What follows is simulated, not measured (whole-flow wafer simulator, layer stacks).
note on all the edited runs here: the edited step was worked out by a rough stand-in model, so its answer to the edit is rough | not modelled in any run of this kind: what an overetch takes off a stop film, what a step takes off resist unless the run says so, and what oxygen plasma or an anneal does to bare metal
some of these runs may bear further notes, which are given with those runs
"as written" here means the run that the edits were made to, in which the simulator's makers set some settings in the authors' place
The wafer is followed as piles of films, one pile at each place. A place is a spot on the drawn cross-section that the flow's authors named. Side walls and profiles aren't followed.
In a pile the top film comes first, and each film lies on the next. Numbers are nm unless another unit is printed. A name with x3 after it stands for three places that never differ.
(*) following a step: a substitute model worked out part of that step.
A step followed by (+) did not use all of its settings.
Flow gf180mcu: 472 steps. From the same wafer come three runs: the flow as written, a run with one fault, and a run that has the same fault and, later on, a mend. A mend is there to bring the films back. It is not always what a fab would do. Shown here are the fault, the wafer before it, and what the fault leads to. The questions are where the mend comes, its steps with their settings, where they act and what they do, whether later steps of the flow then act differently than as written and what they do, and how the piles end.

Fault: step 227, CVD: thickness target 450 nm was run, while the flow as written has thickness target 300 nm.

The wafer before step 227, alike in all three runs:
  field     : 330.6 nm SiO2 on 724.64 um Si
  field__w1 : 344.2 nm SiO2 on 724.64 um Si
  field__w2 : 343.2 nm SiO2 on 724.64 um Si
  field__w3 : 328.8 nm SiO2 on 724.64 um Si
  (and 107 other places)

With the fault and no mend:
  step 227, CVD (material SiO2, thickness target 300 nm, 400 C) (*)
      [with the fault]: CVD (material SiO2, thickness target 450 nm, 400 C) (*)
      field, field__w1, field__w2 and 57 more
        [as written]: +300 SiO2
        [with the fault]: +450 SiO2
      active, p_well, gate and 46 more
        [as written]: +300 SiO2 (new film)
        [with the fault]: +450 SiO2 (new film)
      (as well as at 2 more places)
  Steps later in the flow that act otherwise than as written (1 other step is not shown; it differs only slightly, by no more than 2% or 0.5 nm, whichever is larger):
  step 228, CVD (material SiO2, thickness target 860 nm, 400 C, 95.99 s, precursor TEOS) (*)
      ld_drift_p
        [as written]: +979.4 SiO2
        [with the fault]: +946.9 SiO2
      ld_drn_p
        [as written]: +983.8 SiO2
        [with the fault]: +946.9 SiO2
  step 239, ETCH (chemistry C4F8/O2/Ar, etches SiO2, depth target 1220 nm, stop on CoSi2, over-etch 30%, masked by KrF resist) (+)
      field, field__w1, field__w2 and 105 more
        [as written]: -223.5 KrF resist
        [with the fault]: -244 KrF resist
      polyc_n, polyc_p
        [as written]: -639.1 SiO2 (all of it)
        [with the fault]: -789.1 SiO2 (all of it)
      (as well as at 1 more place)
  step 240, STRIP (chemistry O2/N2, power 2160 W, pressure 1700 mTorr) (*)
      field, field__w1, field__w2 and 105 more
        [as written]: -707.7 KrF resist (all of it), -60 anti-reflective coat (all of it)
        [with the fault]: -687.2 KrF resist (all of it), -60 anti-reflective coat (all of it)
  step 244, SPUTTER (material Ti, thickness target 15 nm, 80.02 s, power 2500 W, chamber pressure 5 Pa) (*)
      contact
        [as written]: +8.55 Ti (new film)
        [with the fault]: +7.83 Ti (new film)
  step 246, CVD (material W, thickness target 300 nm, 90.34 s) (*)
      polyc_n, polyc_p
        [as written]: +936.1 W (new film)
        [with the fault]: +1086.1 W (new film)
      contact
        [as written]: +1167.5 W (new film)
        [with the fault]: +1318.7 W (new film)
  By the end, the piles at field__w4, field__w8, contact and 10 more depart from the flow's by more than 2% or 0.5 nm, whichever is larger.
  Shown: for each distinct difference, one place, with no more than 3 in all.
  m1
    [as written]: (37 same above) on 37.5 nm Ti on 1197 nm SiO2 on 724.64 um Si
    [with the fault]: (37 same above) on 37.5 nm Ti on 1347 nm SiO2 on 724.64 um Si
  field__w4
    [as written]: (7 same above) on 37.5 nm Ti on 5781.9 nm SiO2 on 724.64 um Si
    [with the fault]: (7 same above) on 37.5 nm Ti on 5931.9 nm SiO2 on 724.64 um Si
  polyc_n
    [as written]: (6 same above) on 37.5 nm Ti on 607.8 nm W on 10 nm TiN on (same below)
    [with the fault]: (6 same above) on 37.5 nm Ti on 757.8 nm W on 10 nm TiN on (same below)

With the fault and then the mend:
  The mend follows step 227.
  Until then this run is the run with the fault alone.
  step 227a, WET ETCH (chemistry dHF, depth target 150 nm, 25 C, dilution 100:1) (*) (the flow's step 17, run once more with other settings)
      field, field__w1, field__w2 and 108 more
        -150 SiO2
  Steps later in the flow that act otherwise than as written:
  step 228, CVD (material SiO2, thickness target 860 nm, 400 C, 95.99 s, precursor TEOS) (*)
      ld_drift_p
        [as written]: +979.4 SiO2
        [with the mend]: +946.9 SiO2
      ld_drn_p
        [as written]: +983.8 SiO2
        [with the mend]: +946.9 SiO2
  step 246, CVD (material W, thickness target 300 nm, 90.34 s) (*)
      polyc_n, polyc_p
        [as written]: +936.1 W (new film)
        [with the mend]: +852.9 W (new film), +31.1 void (new film), +52.1 W (new film)
  By the end, the piles at polyc_n, polyc_p depart from the flow's by more than 2% or 0.5 nm, whichever is larger.
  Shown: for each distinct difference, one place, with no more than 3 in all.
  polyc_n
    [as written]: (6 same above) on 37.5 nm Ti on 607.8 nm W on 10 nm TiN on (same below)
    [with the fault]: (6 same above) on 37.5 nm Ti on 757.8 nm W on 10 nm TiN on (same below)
    [with the mend]: (6 same above) on 37.5 nm Ti on 524.6 nm W on 31.1 nm void on 52.1 nm W on 10 nm TiN on (same below)
